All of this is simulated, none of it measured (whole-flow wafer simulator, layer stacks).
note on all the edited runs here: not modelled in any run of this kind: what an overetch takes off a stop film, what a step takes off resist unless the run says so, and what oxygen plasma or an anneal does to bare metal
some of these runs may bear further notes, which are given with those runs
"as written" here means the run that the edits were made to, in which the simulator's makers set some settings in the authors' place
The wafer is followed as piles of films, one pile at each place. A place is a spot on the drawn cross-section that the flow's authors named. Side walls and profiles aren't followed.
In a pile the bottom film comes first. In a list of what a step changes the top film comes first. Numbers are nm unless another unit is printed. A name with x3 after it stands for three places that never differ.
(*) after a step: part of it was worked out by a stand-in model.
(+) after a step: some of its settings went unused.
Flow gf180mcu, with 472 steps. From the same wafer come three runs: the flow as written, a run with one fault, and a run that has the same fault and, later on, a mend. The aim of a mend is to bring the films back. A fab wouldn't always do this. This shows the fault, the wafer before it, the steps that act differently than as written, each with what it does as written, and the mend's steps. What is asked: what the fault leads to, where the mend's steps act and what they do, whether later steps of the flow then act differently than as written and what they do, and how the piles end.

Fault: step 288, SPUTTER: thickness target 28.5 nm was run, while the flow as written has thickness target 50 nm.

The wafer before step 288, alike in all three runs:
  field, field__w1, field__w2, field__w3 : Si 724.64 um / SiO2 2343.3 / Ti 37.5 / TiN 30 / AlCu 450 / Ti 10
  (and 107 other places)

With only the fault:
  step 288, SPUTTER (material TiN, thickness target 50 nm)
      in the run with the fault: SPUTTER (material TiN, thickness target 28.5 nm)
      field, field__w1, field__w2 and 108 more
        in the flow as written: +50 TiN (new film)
        in the run with the fault: +28.5 TiN (new film)
  Later steps of the flow acting differently than as written (not shown: 2 more steps that differ only slightly, by at most 2% or 0.5 nm, whichever is larger):
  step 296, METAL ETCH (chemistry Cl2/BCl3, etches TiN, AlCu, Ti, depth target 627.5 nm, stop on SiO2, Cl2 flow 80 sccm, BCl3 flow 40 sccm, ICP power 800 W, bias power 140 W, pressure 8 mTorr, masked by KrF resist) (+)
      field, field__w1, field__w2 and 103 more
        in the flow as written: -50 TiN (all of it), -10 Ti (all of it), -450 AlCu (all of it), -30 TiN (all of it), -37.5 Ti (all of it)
        in the run with the fault: -28.5 TiN (all of it), -10 Ti (all of it), -450 AlCu (all of it), -30 TiN (all of it), -37.5 Ti (all of it)
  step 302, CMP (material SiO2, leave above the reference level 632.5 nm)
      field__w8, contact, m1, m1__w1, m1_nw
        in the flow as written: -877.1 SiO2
        in the run with the fault: -855.6 SiO2
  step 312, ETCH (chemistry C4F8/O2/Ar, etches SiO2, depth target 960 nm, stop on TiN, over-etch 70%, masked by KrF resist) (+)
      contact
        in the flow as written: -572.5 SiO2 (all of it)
        in the run with the fault: -594 SiO2 (all of it)
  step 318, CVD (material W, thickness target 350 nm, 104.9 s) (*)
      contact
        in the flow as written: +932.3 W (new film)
        in the run with the fault: +954 W (new film)
  The piles end different from the flow's at field__w8, contact, m1, m1__w1, m1_nw by more than 2% or 0.5 nm, whichever is larger.
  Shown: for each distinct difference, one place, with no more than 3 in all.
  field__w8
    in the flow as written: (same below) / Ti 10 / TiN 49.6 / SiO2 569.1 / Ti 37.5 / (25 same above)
    in the run with the fault: (same below) / Ti 10 / TiN 28.1 / SiO2 590.6 / Ti 37.5 / (25 same above)
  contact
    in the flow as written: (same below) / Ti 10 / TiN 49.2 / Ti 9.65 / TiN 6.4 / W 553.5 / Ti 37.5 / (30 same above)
    in the run with the fault: (same below) / Ti 10 / TiN 27.7 / Ti 9.53 / TiN 6.32 / W 575.2 / Ti 37.5 / (30 same above)

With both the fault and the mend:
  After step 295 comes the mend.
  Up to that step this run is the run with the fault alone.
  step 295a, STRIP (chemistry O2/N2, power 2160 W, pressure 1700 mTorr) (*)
      field__w8, contact, m1, m1__w1, m1_nw
        -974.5 KrF resist (all of it)
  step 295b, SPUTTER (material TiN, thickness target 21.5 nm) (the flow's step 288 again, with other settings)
      field, field__w1, field__w2 and 108 more
        +21.5 TiN
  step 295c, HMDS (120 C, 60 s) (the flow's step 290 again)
      alters no film at any place that is followed
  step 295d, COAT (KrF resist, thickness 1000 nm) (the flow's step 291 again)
      field, field__w1, field__w2 and 108 more
        +1000 KrF resist (new film)
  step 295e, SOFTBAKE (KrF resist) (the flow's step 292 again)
      alters no film at any place that is followed
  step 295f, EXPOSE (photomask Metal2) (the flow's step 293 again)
      alters no film at any place that is followed
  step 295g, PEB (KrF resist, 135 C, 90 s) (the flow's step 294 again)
      field, field__w1, field__w2 and 108 more
        -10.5 KrF resist
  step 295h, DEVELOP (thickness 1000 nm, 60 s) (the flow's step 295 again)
      field, field__w1, field__w2 and 103 more
        -989.5 KrF resist (all of it)
      field__w8, contact, m1, m1__w1, m1_nw
        -14.9 KrF resist
  Every later step of the flow that is run acts as written at every place that is followed.
  At every place that both follow, the piles at the end match the flow's.
